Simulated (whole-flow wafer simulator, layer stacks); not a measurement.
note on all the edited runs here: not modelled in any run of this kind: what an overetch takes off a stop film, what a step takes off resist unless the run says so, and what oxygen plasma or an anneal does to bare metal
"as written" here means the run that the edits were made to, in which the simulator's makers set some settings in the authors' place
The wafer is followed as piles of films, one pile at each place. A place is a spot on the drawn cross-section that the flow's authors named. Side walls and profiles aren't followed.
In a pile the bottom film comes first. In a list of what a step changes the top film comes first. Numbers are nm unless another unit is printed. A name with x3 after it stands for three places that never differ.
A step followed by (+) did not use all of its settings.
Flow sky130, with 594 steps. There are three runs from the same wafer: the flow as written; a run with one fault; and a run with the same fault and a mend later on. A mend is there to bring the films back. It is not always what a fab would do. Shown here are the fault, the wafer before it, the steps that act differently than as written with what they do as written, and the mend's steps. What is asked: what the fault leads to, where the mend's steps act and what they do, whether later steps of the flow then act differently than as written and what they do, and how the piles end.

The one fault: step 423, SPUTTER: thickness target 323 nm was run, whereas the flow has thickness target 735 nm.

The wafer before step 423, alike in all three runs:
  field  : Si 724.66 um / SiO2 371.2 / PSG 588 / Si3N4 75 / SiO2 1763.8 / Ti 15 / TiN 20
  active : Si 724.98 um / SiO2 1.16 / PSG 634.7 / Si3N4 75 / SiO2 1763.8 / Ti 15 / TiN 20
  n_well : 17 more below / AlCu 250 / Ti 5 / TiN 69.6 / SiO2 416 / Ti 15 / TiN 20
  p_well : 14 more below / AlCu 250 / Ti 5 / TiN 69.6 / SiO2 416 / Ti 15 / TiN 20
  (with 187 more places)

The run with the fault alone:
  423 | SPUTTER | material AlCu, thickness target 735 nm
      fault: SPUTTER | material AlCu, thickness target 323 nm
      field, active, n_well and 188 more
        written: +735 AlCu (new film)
        fault: +323 AlCu (new film)
  Steps later in the flow that act otherwise than as written (not shown: 7 more steps that differ only slightly, by at most 2% or 0.5 nm, whichever is larger):
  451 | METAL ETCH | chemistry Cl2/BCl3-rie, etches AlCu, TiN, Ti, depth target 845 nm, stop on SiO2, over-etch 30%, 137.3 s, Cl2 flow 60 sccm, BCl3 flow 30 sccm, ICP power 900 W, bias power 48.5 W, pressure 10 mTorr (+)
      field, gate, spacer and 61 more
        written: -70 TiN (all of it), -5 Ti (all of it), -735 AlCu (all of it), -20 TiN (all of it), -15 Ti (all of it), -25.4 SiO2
        fault: -70 TiN (all of it), -5 Ti (all of it), -323 AlCu (all of it), -20 TiN (all of it), -15 Ti (all of it), -66.5 SiO2
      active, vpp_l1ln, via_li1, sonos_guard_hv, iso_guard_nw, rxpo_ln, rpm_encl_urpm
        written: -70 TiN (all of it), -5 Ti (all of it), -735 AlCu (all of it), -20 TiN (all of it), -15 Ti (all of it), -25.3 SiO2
        fault: -70 TiN (all of it), -5 Ti (all of it), -323 AlCu (all of it), -20 TiN (all of it), -15 Ti (all of it), -66.5 SiO2
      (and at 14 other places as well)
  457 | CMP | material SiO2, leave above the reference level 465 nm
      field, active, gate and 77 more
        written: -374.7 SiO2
        fault: -745.5 SiO2
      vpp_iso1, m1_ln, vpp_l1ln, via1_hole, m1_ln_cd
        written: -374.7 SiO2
        fault: -745.4 SiO2
  By the end, the piles at field, active, n_well and 190 more depart from the flow's by more than 2% or 0.5 nm, whichever is larger.
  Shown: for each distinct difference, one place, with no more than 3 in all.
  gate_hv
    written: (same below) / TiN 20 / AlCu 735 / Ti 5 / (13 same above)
    fault: (same below) / TiN 20 / AlCu 323 / Ti 5 / (13 same above)
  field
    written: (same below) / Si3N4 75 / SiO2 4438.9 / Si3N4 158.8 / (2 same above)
    fault: (same below) / Si3N4 75 / SiO2 4026.9 / Si3N4 158.8 / (2 same above)
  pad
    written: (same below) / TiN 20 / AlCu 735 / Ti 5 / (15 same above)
    fault: (same below) / TiN 20 / AlCu 323 / Ti 5 / (15 same above)

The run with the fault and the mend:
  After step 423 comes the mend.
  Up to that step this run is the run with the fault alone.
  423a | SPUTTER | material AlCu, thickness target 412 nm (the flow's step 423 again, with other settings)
      field, active, n_well and 188 more
        +412 AlCu
  None of the later steps of the flow acts differently than as written at any place that is followed.
  By the end, the piles equal the flow's at every place that both follow.
